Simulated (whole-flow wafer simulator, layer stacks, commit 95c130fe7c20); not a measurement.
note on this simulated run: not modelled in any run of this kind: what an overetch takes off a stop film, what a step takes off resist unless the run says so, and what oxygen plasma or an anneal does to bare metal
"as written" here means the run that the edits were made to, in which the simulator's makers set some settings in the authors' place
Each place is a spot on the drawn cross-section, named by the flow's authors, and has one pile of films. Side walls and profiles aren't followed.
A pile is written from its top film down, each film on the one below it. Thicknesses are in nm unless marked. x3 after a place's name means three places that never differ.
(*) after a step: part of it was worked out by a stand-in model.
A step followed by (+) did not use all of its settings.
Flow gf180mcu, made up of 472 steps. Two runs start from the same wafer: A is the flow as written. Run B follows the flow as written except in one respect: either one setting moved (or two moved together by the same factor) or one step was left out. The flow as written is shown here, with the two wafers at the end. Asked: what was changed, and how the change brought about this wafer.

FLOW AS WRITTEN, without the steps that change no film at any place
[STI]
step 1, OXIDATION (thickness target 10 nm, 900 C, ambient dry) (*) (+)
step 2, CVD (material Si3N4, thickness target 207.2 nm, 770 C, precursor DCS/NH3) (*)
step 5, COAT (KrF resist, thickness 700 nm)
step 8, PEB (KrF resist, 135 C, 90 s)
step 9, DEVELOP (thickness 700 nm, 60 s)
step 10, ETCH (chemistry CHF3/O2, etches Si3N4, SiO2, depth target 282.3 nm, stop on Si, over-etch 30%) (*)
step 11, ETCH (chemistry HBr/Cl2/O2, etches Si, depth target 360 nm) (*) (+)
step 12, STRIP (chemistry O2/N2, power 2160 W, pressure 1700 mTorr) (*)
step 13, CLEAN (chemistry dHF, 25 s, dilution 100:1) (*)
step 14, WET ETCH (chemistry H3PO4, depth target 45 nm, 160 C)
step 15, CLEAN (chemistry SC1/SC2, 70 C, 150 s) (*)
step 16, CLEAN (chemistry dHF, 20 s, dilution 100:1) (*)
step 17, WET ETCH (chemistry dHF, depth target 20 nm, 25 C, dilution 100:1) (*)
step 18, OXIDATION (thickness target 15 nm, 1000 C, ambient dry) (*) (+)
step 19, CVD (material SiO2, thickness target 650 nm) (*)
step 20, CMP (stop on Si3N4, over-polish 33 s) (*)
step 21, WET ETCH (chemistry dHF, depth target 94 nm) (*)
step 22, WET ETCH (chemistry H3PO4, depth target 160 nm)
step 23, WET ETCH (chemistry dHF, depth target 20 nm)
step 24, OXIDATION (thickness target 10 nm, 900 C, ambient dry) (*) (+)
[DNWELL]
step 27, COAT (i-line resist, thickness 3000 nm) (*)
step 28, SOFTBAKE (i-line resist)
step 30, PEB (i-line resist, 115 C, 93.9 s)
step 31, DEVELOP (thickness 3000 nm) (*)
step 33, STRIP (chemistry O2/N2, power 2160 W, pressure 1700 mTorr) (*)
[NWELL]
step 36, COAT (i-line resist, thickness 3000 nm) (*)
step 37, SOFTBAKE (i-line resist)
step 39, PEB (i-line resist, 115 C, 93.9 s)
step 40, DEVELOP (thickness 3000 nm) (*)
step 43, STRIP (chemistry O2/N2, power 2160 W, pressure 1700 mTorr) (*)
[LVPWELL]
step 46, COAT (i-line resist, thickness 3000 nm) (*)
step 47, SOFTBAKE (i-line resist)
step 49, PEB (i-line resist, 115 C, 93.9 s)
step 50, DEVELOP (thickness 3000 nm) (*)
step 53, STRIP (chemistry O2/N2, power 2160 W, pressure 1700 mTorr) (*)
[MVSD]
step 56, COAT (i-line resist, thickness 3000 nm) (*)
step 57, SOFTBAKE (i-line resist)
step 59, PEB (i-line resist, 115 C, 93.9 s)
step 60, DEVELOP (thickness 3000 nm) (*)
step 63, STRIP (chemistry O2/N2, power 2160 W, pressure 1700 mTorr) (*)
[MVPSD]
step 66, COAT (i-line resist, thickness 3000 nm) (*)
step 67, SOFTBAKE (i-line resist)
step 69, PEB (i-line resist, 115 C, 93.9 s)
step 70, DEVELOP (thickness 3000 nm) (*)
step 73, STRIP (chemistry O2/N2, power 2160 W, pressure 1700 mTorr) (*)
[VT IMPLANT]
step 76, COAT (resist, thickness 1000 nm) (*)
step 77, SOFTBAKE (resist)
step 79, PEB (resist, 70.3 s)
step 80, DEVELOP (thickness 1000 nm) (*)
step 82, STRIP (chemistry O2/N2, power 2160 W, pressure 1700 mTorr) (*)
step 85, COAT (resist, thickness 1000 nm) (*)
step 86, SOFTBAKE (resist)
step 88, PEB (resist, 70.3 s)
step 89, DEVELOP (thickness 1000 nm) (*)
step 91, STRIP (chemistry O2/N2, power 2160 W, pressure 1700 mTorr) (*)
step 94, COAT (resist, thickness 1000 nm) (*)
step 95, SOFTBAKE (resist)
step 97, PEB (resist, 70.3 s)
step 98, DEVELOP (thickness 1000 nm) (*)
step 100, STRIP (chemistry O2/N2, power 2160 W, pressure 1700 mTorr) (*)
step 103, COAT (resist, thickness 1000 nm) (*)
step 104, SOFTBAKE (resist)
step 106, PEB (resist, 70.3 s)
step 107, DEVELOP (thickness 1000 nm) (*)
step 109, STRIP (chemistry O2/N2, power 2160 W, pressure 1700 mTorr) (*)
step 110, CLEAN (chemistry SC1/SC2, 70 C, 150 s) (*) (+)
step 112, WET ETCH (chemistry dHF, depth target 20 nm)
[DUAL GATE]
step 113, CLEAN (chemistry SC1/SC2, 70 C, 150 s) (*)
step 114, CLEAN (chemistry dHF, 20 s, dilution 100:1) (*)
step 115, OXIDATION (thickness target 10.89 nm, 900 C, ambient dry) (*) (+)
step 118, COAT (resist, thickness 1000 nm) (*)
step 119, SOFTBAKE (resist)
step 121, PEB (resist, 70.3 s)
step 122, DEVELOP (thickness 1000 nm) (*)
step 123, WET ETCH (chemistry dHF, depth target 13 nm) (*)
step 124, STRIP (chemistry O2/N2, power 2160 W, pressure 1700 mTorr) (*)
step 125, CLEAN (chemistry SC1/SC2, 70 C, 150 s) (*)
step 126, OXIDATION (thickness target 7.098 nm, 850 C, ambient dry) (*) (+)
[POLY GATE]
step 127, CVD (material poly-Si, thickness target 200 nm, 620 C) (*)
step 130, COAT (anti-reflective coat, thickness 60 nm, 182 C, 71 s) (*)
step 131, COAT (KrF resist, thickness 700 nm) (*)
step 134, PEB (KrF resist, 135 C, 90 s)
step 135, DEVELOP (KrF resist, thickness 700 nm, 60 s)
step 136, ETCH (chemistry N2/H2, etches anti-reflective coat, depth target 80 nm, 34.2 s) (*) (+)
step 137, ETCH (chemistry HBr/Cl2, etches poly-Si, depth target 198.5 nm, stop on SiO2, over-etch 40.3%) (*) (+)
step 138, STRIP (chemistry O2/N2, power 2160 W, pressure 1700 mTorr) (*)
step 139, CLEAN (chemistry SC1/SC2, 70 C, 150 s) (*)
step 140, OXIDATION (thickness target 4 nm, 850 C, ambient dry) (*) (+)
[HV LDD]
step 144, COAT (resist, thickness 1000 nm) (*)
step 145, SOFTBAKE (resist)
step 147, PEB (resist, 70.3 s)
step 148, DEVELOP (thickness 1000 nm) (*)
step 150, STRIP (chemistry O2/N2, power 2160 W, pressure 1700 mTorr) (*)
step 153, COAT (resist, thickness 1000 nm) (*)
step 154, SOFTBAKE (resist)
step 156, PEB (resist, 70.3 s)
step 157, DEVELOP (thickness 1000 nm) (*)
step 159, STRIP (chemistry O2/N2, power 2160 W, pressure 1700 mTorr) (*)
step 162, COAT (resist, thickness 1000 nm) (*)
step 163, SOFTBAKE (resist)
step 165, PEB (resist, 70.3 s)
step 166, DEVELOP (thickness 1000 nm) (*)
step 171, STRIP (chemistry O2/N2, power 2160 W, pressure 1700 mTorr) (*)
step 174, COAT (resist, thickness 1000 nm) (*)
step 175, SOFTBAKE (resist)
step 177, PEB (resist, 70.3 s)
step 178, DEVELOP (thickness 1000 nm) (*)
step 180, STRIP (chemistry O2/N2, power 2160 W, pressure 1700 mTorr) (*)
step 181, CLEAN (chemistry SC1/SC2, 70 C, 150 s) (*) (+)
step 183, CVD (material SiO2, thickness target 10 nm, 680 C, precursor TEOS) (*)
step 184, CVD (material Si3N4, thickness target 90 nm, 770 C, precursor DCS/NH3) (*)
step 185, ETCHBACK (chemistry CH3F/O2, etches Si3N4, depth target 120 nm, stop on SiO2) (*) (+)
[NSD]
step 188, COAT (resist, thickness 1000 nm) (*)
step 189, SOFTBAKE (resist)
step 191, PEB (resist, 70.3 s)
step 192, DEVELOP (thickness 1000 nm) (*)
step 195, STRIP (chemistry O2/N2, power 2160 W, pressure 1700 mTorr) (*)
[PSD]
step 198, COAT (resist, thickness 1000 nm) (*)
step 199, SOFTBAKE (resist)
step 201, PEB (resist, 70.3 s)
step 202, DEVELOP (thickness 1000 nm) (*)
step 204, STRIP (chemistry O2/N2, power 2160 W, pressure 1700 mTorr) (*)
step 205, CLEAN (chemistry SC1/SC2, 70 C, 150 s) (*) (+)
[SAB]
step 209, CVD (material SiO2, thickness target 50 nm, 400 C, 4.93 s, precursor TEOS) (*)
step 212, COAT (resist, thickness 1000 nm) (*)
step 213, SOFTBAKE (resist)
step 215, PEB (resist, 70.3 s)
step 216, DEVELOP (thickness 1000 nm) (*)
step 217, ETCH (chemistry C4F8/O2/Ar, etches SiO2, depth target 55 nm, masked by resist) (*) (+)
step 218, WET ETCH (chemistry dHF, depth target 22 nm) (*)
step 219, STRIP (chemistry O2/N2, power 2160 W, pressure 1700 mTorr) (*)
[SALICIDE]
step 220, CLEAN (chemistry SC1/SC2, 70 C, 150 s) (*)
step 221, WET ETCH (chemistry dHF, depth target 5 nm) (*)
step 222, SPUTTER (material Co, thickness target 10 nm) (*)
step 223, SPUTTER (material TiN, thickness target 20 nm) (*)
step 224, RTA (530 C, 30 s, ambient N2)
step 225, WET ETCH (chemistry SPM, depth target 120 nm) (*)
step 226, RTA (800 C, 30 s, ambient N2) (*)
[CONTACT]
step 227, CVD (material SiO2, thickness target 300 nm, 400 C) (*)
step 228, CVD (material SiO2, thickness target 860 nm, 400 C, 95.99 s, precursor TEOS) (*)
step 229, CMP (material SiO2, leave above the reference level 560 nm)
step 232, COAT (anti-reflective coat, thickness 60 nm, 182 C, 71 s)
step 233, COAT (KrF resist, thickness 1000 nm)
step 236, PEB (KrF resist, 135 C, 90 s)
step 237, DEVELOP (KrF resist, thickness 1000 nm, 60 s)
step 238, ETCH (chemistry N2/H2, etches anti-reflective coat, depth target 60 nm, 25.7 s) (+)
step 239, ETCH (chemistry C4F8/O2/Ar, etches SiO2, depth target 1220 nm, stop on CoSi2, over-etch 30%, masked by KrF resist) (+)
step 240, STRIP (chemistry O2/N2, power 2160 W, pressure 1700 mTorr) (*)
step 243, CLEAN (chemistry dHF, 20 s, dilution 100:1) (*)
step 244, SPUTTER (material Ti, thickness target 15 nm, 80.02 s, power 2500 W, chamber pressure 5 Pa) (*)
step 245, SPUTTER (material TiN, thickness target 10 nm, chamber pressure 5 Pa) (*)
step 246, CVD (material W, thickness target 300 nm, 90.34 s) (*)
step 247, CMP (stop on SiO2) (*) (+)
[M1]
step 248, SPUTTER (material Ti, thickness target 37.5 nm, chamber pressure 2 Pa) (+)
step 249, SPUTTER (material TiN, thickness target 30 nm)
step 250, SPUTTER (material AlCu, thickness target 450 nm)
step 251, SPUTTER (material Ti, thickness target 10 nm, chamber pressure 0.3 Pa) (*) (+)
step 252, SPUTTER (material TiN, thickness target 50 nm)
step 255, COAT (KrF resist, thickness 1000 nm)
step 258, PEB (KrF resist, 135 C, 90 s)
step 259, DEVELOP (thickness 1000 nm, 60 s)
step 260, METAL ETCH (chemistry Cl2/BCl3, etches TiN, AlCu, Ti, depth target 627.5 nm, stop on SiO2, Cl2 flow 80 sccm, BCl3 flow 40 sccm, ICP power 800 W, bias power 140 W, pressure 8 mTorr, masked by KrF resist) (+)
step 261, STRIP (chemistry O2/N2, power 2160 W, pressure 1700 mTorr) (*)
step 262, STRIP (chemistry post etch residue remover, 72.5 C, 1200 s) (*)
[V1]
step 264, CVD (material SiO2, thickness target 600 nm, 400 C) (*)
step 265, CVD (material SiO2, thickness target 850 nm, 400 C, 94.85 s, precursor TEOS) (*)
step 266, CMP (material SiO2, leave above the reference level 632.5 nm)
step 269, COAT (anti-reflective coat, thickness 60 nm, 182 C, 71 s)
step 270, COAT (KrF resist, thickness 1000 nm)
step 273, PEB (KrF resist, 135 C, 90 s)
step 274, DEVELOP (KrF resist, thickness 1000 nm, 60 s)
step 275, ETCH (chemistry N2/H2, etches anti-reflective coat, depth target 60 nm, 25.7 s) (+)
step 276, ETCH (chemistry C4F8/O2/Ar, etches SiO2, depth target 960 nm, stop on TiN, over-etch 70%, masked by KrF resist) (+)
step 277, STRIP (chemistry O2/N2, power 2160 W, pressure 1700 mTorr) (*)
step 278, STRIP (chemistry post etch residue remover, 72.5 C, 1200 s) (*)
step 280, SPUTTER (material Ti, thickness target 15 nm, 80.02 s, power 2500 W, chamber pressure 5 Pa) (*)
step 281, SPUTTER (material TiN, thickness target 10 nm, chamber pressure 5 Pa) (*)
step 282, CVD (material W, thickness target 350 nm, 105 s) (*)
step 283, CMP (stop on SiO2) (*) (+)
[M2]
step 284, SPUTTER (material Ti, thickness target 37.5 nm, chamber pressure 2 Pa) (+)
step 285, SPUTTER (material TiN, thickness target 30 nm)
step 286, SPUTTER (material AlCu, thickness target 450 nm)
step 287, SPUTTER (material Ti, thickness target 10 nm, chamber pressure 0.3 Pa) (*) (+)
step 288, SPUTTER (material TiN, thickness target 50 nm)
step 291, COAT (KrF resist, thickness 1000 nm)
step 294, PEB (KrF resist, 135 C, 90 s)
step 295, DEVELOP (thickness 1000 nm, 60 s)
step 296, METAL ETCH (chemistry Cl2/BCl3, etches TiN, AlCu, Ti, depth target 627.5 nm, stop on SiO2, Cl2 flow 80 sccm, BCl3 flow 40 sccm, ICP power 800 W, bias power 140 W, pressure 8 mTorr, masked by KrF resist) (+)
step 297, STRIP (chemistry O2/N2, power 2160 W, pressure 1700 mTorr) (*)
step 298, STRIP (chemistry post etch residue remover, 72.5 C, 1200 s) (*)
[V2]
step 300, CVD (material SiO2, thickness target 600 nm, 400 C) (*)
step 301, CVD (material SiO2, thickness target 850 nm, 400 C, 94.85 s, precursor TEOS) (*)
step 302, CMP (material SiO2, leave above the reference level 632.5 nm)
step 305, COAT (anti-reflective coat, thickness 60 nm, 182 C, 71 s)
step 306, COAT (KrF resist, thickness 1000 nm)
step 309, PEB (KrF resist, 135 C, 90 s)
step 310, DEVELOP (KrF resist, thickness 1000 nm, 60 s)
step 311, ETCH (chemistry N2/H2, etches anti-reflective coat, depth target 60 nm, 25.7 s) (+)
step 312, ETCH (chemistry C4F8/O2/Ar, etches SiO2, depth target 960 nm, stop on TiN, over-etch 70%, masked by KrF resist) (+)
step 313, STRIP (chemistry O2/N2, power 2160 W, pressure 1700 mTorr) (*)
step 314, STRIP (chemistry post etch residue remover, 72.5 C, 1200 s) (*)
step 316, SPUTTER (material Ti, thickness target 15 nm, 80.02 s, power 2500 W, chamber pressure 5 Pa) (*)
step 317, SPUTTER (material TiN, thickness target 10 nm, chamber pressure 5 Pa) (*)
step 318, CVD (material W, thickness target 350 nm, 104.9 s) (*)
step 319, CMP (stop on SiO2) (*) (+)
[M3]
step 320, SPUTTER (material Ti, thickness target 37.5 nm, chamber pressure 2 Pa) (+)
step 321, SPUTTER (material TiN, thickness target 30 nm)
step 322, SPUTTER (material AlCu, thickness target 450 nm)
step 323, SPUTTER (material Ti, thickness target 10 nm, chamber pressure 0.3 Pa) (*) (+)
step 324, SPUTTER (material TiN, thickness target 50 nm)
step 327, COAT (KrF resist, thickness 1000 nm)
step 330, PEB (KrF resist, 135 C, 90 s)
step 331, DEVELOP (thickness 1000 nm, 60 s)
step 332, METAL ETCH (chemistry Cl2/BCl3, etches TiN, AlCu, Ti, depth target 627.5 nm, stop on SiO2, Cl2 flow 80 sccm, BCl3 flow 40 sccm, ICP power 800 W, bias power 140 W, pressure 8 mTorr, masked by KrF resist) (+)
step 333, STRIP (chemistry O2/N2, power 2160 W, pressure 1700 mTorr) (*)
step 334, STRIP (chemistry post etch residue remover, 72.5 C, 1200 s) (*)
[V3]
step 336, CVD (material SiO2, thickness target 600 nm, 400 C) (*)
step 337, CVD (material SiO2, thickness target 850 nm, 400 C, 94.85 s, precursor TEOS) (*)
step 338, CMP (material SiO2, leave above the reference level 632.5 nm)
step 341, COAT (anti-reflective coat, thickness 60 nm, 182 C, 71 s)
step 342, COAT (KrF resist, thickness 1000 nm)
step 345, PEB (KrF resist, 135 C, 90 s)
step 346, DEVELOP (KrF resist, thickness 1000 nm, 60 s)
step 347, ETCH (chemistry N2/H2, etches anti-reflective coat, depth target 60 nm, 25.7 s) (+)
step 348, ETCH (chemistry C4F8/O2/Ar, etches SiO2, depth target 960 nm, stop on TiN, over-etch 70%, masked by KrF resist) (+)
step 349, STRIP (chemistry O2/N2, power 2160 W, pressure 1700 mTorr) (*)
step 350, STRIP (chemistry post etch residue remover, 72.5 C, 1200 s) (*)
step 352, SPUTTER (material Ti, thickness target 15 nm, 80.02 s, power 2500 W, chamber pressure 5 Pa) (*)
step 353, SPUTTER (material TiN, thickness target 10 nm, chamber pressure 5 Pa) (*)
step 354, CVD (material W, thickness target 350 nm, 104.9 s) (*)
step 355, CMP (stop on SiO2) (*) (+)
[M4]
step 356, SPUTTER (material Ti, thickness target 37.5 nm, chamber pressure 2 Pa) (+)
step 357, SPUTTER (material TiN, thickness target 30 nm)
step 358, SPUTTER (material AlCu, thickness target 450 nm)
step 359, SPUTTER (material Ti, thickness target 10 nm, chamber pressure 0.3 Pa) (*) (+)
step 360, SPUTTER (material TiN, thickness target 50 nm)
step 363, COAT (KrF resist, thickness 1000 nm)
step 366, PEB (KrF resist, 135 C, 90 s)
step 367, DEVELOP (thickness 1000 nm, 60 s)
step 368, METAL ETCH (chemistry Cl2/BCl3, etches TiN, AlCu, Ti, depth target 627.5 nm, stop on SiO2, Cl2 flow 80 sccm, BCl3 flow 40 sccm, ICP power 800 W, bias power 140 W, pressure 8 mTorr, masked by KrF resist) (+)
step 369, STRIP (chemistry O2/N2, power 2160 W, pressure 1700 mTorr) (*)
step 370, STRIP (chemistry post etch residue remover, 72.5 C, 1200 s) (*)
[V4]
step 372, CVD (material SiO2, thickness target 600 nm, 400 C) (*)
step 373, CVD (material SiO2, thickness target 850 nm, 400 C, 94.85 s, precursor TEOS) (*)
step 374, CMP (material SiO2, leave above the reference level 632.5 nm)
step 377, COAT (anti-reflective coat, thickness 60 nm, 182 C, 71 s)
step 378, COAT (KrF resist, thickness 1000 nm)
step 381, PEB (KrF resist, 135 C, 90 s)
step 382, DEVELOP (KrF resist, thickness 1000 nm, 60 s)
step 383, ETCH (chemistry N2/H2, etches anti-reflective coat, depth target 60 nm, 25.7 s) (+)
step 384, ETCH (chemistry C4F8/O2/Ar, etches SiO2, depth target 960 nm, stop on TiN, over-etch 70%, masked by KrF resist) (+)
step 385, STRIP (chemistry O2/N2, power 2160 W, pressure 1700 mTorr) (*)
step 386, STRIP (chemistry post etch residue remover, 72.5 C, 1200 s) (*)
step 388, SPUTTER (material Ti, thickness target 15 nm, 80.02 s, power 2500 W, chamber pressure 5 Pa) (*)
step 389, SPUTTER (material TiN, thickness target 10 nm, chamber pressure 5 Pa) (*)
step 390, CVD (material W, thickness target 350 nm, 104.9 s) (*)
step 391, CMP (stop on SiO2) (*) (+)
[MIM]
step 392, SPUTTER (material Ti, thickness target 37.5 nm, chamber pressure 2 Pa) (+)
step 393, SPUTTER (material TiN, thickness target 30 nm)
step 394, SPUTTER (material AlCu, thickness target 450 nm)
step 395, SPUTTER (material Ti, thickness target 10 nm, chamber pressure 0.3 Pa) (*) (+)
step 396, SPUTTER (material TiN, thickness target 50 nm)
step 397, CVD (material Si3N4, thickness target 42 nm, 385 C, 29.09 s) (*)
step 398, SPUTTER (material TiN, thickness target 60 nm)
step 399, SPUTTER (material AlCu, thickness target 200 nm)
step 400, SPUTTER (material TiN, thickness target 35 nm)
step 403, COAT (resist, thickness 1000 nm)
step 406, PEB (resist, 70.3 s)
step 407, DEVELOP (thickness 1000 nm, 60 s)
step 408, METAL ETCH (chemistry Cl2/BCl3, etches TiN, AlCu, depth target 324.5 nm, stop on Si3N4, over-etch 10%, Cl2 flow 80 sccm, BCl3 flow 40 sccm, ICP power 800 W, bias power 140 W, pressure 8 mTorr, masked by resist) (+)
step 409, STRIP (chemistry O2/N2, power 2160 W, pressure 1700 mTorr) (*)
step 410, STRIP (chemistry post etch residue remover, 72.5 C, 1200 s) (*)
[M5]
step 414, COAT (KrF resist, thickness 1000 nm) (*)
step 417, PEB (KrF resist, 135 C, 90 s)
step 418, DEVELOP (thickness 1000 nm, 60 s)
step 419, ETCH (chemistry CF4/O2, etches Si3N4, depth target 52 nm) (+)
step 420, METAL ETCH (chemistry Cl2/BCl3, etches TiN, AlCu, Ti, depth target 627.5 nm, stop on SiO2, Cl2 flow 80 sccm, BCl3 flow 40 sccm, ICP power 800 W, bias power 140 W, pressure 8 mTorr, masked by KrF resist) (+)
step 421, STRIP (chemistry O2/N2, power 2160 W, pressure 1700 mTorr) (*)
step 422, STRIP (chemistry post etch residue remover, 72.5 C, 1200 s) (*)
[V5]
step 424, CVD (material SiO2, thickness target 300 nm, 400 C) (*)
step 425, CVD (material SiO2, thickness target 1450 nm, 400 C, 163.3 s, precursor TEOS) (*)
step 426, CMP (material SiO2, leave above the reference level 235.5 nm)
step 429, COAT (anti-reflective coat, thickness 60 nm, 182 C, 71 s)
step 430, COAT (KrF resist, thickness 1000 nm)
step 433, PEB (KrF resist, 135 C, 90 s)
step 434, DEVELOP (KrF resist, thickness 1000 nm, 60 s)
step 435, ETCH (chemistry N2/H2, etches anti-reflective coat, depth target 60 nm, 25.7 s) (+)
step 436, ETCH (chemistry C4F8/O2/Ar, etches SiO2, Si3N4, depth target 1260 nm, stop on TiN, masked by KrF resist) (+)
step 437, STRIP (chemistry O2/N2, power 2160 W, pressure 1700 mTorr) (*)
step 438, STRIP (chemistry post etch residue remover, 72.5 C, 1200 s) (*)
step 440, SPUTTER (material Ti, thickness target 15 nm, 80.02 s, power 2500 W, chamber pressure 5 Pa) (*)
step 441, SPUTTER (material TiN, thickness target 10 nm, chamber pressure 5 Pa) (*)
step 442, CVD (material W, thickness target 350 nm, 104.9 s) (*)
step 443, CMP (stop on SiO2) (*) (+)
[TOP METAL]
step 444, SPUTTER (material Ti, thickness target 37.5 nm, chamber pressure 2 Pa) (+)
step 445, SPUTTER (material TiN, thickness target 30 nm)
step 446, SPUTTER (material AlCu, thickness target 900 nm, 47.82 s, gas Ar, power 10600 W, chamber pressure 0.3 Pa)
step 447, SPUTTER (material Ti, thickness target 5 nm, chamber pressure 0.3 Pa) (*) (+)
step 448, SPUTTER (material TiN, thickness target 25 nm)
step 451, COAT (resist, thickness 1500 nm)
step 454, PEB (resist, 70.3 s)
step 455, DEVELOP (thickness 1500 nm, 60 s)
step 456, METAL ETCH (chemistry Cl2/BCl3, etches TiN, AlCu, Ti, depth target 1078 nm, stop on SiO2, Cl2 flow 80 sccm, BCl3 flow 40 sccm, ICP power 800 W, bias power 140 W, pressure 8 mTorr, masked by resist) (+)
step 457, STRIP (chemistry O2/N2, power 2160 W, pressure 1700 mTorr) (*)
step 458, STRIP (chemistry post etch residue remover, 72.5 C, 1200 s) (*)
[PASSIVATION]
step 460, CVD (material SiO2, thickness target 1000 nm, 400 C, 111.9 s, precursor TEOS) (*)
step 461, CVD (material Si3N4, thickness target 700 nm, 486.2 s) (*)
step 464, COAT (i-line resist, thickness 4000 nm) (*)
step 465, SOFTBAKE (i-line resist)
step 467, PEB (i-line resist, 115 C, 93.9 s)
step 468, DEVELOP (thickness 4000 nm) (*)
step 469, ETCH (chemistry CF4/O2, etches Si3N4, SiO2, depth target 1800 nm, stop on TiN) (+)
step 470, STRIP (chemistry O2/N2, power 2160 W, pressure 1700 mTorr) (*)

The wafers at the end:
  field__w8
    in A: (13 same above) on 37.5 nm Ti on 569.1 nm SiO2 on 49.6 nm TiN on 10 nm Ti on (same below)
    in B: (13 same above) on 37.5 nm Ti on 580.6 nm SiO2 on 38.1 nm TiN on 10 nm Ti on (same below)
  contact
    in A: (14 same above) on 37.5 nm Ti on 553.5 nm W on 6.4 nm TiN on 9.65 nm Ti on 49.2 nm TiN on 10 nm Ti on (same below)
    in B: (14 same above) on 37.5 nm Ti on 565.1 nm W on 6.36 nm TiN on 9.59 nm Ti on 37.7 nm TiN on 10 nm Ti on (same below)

What caused this: step 360, SPUTTER: thickness target 38.5 nm was run, whereas the flow has thickness target 50 nm.

How this came from the change, step by step:
  step 360, SPUTTER (material TiN, thickness target 50 nm)
      field, field__w1, field__w2 and 108 more: A TiN gains 50 (new film) | B TiN gains 38.5 (new film)
  step 368, METAL ETCH (chemistry Cl2/BCl3, etches TiN, AlCu, Ti, depth target 627.5 nm, stop on SiO2, Cl2 flow 80 sccm, BCl3 flow 40 sccm, ICP power 800 W, bias power 140 W, pressure 8 mTorr, masked by KrF resist) (+)
      field, field__w1, field__w2 and 103 more: A TiN loses 50 (all of it), Ti loses 10 (all of it), AlCu loses 450 (all of it), TiN loses 30 (all of it), Ti loses 37.5 (all of it) | B TiN loses 38.5 (all of it), Ti loses 10 (all of it), AlCu loses 450 (all of it), TiN loses 30 (all of it), Ti loses 37.5 (all of it)
